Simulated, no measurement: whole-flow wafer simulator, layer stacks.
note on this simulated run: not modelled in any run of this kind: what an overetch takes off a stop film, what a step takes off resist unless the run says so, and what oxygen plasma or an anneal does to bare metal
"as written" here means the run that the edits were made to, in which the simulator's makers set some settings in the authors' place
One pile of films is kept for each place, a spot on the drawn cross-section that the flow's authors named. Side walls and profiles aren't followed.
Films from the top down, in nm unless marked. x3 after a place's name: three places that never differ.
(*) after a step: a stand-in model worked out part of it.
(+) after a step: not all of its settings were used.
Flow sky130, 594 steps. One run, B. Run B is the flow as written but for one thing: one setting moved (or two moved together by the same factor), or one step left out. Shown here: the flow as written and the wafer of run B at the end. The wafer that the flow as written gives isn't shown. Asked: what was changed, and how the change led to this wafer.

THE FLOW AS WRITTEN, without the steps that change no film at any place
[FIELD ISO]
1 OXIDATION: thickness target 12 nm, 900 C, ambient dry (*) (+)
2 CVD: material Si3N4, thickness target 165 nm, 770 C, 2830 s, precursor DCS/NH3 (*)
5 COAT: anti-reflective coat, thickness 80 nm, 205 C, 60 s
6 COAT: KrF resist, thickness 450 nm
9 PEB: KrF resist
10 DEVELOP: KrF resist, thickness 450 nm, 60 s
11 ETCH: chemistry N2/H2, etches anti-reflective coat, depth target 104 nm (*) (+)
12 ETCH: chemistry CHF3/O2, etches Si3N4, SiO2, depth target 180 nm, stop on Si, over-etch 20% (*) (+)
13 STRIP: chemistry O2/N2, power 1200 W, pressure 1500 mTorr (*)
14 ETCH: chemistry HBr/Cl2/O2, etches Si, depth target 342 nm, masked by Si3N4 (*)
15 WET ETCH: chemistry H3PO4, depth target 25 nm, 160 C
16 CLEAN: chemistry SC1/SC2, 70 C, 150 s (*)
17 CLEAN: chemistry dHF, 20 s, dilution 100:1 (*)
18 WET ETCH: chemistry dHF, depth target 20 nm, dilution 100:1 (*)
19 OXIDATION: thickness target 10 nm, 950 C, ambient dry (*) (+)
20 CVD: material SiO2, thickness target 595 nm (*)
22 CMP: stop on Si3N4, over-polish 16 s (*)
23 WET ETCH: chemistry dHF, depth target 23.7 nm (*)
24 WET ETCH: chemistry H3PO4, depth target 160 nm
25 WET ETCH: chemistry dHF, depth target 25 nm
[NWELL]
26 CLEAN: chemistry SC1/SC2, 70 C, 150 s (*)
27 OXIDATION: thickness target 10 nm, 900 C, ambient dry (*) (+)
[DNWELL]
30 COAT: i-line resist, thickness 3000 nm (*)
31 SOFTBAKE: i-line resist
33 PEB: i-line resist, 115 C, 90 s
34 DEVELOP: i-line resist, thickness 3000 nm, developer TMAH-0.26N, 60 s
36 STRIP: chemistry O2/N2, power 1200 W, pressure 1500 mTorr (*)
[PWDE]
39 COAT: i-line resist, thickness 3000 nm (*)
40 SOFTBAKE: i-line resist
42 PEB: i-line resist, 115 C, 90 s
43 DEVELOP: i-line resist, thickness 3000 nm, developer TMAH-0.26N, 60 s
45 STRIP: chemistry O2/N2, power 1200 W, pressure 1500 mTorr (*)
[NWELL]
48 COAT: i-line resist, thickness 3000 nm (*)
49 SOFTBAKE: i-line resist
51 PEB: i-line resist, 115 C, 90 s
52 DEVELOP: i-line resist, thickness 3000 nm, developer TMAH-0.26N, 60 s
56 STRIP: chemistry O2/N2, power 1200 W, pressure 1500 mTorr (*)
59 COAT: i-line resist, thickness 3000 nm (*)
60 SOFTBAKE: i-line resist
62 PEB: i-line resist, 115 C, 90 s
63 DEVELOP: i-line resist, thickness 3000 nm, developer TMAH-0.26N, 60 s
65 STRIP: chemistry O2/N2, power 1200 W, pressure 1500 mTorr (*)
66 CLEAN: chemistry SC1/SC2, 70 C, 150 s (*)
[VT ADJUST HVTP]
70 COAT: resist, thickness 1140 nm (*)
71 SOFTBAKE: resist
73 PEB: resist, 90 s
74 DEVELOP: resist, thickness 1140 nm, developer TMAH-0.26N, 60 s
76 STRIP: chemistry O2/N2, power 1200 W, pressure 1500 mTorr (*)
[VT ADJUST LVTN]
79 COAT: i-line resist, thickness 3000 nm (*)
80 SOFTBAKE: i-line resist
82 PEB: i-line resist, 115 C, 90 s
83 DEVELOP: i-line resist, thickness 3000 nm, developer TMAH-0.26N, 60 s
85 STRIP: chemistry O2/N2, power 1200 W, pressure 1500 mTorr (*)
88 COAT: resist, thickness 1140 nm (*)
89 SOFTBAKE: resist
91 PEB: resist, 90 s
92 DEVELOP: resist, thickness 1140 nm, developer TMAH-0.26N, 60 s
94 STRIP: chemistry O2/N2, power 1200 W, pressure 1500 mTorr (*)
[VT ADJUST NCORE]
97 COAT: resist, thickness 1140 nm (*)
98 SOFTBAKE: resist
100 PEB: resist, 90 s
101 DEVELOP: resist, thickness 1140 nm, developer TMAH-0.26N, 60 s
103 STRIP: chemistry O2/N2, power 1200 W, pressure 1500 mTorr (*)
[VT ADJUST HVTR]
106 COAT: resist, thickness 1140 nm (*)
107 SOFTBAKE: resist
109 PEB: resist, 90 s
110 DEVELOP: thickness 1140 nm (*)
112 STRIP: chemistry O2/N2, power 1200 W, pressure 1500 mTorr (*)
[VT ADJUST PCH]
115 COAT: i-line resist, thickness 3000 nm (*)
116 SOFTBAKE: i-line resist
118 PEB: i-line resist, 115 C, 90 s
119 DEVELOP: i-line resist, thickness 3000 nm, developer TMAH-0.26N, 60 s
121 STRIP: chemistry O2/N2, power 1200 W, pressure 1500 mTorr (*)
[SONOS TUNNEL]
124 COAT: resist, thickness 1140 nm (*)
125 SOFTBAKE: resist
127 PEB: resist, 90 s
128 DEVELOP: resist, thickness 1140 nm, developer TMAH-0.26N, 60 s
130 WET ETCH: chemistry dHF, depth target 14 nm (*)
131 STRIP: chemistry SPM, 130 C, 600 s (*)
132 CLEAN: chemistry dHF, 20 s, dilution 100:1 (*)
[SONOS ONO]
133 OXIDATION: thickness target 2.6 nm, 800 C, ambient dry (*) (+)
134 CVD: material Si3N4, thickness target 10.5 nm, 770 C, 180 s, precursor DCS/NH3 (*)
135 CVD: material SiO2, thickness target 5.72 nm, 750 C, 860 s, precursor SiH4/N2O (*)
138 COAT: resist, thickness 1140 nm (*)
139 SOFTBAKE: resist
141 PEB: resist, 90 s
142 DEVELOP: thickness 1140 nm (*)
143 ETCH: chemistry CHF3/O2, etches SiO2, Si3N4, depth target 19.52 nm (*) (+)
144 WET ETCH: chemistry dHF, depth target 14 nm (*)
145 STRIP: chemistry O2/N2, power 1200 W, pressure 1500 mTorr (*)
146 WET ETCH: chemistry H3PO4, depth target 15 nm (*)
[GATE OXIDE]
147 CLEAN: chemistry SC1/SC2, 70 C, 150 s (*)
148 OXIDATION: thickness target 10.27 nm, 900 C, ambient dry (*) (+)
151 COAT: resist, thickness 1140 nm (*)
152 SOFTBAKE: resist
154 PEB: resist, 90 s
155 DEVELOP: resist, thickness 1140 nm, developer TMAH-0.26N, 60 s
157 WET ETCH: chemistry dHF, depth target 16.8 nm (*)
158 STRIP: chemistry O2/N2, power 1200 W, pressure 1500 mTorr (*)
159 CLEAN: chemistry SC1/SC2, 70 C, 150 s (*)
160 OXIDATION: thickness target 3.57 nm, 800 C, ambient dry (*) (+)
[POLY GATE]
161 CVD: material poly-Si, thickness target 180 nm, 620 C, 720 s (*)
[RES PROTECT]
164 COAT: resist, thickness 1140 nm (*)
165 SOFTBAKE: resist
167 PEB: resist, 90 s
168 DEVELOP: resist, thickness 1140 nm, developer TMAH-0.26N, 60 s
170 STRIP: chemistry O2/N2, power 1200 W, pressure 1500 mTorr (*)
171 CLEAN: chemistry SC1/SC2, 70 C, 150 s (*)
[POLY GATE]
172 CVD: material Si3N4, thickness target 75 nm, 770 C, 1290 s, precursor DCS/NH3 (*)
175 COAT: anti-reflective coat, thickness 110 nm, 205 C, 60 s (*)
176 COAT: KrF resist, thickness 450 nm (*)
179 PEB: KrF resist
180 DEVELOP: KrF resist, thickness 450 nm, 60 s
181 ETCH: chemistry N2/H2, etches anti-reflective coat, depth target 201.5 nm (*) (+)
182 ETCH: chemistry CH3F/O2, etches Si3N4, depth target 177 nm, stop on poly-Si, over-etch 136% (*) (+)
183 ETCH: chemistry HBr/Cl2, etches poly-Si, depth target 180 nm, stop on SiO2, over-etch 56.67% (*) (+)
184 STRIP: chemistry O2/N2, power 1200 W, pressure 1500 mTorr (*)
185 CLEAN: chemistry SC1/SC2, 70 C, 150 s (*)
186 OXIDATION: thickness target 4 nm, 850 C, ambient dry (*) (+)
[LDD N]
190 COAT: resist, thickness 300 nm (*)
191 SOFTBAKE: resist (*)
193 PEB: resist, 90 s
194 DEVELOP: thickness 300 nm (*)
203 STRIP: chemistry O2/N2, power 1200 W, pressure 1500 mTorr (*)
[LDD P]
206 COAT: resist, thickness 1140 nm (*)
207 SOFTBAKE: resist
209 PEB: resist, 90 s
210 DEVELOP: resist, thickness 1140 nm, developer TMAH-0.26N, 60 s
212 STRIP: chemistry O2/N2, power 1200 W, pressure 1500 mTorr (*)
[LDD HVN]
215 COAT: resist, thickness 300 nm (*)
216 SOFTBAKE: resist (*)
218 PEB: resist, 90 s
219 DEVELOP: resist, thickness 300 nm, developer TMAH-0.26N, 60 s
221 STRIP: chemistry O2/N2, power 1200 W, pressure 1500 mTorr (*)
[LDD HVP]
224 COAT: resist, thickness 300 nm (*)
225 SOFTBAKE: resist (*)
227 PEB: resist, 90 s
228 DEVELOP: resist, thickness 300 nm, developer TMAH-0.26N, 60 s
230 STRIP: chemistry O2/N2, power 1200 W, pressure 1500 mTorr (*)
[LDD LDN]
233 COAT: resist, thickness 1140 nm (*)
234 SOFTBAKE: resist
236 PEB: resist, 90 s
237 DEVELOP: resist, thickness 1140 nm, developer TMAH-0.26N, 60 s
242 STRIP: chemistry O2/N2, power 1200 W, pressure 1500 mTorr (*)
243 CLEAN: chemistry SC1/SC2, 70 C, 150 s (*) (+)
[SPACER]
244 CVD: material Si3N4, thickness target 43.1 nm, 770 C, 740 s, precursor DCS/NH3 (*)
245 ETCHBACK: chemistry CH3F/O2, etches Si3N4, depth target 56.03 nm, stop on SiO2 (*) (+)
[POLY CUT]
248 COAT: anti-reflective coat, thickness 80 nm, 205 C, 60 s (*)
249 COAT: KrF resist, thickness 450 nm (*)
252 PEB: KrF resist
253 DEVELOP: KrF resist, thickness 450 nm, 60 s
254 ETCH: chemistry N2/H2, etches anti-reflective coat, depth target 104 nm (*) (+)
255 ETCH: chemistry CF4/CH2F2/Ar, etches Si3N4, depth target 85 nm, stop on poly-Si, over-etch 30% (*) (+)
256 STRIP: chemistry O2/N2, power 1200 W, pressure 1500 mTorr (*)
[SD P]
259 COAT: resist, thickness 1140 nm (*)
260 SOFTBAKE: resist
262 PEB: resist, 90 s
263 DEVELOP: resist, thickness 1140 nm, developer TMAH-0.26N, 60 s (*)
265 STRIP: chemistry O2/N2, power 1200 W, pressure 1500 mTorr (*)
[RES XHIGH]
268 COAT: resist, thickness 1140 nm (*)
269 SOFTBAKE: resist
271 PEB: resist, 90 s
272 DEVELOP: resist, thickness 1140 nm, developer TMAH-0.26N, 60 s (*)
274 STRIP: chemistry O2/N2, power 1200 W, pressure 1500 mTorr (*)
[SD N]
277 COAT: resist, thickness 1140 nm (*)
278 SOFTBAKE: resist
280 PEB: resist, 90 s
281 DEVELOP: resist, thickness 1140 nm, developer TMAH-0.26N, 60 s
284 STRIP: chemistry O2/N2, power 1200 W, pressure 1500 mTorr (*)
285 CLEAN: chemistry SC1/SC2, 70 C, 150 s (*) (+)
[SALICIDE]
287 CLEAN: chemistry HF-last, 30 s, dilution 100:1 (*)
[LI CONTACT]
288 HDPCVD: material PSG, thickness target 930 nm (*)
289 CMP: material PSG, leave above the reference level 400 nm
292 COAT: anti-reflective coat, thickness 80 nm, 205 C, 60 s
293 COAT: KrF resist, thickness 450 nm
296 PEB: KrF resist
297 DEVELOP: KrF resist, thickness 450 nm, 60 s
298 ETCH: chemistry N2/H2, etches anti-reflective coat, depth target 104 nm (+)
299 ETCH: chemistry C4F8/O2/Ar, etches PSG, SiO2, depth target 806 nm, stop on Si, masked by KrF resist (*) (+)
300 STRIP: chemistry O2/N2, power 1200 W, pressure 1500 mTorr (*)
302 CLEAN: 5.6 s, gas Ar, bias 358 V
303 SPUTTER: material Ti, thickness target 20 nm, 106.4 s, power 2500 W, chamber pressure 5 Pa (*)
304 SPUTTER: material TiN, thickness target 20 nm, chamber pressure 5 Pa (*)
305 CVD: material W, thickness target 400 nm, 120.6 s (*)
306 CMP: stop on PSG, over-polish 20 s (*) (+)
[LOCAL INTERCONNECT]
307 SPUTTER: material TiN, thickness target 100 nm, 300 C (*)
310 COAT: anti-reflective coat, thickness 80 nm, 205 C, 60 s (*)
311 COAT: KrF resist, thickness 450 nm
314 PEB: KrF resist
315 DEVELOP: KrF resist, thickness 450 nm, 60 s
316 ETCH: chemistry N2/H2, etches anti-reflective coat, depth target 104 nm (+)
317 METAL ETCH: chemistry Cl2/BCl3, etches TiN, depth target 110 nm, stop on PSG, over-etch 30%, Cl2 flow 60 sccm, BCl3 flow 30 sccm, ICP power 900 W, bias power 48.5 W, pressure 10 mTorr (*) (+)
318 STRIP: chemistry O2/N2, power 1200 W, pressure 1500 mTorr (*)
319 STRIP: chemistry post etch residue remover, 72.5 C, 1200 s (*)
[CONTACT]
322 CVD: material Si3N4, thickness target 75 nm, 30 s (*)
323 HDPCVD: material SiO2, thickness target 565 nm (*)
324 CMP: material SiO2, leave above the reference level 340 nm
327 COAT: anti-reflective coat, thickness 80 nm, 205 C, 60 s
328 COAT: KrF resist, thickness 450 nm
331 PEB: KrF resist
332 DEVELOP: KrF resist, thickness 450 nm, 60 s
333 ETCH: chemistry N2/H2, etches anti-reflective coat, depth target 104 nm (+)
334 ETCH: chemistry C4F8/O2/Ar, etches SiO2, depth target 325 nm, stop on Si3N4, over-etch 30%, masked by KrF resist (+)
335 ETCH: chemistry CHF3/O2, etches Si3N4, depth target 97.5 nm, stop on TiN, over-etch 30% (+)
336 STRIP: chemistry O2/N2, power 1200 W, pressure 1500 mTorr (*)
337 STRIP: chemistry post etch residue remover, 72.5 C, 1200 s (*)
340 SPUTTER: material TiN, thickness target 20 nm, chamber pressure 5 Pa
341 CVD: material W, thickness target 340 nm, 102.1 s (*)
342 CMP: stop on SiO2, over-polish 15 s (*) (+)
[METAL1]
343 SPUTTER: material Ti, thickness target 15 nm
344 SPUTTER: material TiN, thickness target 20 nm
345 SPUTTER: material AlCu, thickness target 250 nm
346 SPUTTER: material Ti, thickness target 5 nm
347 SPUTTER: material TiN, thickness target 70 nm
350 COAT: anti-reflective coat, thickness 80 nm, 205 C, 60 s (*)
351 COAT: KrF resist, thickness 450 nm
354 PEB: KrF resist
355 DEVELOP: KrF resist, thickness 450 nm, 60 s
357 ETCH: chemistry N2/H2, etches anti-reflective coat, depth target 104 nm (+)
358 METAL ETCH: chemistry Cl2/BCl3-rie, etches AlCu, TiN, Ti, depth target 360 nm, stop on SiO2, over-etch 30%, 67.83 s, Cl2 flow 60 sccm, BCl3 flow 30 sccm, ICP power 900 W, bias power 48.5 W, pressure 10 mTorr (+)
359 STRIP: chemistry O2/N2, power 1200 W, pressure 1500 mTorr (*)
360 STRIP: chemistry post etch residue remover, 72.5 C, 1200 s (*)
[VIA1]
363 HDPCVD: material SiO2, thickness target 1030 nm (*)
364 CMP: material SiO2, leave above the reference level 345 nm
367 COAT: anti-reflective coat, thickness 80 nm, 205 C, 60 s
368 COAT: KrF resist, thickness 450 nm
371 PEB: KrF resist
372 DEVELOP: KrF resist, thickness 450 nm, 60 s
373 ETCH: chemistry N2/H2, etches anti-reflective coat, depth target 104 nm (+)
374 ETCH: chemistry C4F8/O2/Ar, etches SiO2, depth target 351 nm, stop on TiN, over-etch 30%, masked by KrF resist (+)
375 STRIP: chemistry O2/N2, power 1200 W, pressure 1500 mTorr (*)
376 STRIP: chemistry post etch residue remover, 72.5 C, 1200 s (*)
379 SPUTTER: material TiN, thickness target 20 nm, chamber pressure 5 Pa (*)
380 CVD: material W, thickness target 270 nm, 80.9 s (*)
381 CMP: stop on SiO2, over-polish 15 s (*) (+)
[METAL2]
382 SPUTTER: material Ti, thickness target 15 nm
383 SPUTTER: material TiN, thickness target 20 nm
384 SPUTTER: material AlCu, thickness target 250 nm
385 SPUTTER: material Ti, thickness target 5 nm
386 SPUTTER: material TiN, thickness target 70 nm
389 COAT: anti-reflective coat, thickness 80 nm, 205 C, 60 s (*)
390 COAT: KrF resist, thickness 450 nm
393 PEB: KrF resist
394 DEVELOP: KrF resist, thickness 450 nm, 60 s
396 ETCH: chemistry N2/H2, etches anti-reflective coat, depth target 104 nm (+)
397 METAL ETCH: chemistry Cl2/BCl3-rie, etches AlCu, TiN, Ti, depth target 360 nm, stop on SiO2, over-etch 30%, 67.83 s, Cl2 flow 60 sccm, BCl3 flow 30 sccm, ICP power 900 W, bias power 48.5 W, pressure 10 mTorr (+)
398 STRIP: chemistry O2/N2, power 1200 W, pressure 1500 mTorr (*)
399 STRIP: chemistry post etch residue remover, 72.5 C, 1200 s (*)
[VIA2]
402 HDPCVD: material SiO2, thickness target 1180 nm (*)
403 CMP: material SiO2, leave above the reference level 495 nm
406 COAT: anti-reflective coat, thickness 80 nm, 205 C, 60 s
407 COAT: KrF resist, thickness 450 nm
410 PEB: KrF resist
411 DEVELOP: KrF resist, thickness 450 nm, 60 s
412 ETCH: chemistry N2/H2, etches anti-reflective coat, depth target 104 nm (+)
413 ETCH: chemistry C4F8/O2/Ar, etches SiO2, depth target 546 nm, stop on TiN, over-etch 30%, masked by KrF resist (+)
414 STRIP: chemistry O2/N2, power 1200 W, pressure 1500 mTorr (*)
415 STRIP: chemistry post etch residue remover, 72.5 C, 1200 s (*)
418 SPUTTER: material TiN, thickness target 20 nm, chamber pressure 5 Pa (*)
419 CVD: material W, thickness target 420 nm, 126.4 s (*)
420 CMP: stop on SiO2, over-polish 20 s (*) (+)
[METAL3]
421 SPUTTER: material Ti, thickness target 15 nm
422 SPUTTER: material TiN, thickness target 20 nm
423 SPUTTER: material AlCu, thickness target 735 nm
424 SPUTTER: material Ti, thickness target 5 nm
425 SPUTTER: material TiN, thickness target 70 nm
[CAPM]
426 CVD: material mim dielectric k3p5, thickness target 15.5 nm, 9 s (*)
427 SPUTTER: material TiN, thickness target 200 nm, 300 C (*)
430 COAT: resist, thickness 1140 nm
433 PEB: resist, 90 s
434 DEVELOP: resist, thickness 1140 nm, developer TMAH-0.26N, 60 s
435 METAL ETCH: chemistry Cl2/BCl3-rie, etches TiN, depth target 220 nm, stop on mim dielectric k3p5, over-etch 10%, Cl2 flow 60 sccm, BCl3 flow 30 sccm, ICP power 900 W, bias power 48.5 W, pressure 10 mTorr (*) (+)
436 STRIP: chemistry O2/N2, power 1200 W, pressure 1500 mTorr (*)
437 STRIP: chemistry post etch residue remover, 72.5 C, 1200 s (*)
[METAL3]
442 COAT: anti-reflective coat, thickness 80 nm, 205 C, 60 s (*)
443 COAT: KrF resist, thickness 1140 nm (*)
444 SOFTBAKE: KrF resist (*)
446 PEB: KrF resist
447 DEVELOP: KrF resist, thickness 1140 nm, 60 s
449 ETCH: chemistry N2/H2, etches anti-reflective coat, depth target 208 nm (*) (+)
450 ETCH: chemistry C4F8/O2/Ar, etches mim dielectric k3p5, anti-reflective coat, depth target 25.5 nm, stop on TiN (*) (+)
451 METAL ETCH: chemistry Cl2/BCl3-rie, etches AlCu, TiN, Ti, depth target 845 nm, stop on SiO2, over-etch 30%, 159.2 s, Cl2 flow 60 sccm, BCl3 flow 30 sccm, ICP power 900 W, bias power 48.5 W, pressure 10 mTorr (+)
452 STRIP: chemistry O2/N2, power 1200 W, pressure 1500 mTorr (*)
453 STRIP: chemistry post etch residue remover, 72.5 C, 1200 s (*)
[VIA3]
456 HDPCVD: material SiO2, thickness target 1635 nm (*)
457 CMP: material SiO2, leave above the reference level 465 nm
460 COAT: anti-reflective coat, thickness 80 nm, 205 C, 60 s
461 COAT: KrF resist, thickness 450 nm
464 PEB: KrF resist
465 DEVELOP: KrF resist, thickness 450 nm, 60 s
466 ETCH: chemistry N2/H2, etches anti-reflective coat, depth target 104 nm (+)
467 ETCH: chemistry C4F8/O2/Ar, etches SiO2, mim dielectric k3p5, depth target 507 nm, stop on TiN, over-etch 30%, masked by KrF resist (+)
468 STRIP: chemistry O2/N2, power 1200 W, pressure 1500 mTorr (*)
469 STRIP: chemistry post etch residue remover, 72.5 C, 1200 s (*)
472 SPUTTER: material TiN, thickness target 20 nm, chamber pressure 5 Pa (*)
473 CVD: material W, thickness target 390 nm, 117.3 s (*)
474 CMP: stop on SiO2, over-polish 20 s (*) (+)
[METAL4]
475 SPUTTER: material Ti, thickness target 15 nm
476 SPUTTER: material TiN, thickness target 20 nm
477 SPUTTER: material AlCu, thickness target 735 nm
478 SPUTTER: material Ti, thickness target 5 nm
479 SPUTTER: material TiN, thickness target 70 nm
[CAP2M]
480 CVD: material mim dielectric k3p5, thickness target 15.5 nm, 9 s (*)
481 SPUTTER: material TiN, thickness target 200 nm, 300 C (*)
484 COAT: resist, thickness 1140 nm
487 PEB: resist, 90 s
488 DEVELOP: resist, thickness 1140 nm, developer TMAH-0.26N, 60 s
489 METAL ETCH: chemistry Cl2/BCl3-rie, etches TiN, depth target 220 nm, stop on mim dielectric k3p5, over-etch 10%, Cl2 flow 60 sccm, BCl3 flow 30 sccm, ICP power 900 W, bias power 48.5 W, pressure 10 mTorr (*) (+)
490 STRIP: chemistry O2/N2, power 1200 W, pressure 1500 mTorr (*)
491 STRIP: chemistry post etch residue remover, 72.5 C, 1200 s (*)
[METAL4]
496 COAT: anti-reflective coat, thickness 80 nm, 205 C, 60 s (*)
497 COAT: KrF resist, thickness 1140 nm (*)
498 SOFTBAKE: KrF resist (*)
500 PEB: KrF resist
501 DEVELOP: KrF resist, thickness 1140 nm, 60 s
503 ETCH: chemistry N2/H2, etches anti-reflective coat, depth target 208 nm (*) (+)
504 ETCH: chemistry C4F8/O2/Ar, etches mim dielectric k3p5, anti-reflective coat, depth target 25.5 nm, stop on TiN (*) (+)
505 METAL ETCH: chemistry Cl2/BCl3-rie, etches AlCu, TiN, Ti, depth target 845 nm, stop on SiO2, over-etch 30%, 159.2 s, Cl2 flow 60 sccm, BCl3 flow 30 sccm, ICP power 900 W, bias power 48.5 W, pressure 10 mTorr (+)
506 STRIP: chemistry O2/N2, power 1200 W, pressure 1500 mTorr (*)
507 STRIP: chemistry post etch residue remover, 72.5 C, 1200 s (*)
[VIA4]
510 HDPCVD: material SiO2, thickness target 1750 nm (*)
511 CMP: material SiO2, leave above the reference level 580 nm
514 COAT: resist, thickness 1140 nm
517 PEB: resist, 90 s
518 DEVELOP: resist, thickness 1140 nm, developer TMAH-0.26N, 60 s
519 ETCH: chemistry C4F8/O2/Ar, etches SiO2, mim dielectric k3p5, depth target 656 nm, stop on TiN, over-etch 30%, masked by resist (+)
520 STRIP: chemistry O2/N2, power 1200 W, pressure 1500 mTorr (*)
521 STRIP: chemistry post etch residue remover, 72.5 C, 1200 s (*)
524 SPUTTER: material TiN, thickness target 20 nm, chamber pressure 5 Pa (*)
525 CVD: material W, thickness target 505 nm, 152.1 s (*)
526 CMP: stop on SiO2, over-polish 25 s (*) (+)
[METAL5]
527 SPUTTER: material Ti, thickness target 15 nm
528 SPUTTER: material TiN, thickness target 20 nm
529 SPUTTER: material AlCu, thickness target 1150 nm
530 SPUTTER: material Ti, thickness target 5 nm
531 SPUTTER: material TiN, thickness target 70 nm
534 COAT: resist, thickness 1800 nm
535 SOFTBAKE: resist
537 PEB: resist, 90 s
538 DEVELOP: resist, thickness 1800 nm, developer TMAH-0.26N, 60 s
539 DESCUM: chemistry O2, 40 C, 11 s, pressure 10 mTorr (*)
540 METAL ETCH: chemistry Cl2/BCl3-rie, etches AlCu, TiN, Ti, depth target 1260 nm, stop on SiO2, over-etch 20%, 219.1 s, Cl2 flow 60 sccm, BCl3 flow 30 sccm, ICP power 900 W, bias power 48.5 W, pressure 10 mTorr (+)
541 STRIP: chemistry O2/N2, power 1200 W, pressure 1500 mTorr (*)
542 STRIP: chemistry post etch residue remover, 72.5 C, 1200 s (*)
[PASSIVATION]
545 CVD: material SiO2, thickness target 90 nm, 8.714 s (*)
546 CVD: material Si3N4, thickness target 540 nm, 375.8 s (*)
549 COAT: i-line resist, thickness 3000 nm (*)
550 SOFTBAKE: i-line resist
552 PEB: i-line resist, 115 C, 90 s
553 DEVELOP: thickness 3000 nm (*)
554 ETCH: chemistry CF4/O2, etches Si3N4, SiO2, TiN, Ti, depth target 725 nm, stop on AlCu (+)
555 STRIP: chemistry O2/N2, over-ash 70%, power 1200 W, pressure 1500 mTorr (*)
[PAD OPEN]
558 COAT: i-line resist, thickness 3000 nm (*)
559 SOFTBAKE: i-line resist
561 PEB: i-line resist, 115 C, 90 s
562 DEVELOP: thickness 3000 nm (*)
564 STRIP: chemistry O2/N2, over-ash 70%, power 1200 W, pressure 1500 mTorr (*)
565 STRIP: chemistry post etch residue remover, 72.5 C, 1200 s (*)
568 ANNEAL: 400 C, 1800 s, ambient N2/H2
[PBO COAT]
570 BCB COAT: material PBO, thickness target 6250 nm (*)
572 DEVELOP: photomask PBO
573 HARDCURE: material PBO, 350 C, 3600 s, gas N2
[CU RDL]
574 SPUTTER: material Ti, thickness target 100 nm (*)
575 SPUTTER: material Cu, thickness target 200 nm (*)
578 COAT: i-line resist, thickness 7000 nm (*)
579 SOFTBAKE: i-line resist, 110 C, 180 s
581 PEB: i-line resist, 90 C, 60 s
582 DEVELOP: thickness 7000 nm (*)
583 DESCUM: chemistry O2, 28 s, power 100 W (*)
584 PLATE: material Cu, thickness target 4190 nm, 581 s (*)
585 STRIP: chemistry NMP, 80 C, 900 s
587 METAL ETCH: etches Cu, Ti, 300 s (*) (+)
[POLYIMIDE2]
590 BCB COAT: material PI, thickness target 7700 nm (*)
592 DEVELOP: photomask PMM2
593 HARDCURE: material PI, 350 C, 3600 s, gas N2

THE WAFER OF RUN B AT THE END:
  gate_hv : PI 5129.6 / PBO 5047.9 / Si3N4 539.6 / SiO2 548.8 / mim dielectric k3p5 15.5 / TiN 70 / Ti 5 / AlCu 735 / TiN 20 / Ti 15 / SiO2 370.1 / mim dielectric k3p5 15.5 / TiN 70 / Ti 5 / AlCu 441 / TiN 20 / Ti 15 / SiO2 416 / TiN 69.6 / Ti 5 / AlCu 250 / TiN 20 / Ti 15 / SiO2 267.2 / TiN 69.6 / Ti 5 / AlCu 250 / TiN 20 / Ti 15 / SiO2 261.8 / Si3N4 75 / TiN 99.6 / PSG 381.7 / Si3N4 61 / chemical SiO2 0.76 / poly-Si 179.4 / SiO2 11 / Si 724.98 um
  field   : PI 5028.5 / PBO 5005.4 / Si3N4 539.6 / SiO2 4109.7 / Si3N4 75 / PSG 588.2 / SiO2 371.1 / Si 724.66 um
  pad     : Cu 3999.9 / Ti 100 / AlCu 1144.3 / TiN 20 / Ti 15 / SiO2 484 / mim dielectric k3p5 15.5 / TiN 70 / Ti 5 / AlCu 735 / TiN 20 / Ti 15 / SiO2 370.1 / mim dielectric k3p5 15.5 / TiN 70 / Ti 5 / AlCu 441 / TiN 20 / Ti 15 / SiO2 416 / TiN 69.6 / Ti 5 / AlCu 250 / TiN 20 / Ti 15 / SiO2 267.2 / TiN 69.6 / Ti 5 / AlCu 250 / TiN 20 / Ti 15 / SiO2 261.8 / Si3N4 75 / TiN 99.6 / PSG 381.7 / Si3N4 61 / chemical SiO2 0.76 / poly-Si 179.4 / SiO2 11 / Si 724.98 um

The cause: step 423, SPUTTER: thickness target 441 nm was run, where the flow has thickness target 735 nm.
It can be read off the wafer: gate_hv has AlCu 441, and step 423 as written asks for 735 nm.

How the change led to this, step by step:
  423 SPUTTER: material AlCu, thickness target 735 nm
      field, active, n_well and 188 more: AlCu +441 (new film) (as written it would be: AlCu +735 (new film))
  451 METAL ETCH: chemistry Cl2/BCl3-rie, etches AlCu, TiN, Ti, depth target 845 nm, stop on SiO2, over-etch 30%, 159.2 s, Cl2 flow 60 sccm, BCl3 flow 30 sccm, ICP power 900 W, bias power 48.5 W, pressure 10 mTorr (+)
      field, active, gate and 69 more: TiN -70 (all of it), Ti -5 (all of it), AlCu -441 (all of it), TiN -20 (all of it), Ti -15 (all of it), SiO2 -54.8 (as written it would be: TiN -70 (all of it), Ti -5 (all of it), AlCu -735 (all of it), TiN -20 (all of it), Ti -15 (all of it), SiO2 -25.4)
      vpp_ln, vpp_iso2, ndiff_ln and 10 more: TiN -70 (all of it), Ti -5 (all of it), AlCu -441 (all of it), TiN -20 (all of it), Ti -15 (all of it), SiO2 -54.8 (as written it would be: TiN -70 (all of it), Ti -5 (all of it), AlCu -735 (all of it), TiN -20 (all of it), Ti -15 (all of it), SiO2 -25.3)
  457 CMP: material SiO2, leave above the reference level 465 nm
      field, active, gate and 80 more: SiO2 -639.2 (as written it would be: SiO2 -374.7)
      poly_licon, rpo_hd_licon: SiO2 -639.3 (as written it would be: SiO2 -374.7)
